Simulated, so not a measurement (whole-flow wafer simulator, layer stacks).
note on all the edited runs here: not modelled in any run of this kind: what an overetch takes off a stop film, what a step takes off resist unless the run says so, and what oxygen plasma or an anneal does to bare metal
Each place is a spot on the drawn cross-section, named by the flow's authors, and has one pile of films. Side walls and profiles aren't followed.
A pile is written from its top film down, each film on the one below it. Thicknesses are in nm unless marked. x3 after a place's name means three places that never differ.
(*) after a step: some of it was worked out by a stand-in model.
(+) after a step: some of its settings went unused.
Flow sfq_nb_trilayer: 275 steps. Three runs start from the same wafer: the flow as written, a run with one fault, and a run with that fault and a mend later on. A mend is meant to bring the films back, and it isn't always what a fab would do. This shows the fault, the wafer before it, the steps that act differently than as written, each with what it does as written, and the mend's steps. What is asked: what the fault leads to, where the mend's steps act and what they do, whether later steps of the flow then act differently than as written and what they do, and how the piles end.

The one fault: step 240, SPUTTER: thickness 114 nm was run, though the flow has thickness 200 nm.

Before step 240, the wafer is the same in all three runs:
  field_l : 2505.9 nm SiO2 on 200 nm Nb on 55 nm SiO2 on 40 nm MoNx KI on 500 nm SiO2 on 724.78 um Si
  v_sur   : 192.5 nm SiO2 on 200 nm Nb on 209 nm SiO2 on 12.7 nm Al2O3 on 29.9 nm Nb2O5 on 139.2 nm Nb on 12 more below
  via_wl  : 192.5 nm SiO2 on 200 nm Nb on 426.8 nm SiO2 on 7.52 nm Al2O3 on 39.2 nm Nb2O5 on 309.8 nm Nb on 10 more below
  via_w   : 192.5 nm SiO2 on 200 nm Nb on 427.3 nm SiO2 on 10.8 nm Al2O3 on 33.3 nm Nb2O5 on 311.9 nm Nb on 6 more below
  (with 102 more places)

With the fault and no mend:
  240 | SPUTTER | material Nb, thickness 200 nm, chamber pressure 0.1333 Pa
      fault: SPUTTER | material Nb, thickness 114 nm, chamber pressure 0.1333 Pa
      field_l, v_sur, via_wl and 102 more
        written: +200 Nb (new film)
        fault: +114 Nb (new film)
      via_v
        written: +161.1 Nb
        fault: +91.7 Nb
  Steps further on in the flow that do not act as written (3 more steps, not shown, differ only slightly: by at most 2% or 0.5 nm, whichever is larger):
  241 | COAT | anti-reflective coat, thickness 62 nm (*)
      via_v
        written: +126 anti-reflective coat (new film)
        fault: +121.1 anti-reflective coat (new film)
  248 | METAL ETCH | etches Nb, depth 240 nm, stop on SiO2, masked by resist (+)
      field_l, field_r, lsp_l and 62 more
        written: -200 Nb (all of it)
        fault: -114 Nb (all of it)
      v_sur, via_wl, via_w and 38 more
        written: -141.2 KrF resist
        fault: -100.6 KrF resist
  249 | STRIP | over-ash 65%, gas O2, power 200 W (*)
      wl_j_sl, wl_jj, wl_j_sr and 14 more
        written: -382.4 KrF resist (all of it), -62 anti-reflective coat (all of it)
        fault: -423 KrF resist (all of it), -62 anti-reflective coat (all of it)
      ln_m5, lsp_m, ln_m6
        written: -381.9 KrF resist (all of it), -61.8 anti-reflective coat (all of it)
        fault: -422.5 KrF resist (all of it), -61.8 anti-reflective coat (all of it)
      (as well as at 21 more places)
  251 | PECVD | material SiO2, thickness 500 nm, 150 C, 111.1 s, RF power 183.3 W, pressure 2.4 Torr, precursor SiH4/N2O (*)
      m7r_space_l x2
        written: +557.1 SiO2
        fault: +500 SiO2
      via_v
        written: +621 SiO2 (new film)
        fault: +595 SiO2 (new film)
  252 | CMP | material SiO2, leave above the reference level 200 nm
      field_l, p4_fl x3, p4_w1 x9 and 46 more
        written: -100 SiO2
        fault: -186 SiO2
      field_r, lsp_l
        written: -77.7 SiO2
        fault: -173.3 SiO2
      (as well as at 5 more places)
  At field_l, v_sur, via_wl and 103 more, the piles at the end differ from the flow's by more than 2% or 0.5 nm, whichever is larger.
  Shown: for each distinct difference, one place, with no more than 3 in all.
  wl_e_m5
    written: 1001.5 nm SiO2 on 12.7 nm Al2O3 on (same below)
    fault: 915.5 nm SiO2 on 12.7 nm Al2O3 on (same below)
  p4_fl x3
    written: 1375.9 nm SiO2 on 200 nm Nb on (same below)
    fault: 1289.9 nm SiO2 on 200 nm Nb on (same below)
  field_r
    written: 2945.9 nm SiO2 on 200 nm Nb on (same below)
    fault: 2859.9 nm SiO2 on 200 nm Nb on (same below)

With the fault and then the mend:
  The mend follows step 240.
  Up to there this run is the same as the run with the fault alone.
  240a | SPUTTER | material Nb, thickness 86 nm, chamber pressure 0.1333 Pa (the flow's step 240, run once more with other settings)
      field_l, v_sur, via_wl and 102 more
        +86 Nb
      via_v
        +66.2 Nb
  Later steps of the flow that are run all act as written at every place that is followed, up to a difference of at most 2% or 0.5 nm, whichever is larger.
  At the end the piles are close to the flow's at the places that both follow, differing by at most 2% or 0.5 nm, whichever is larger.
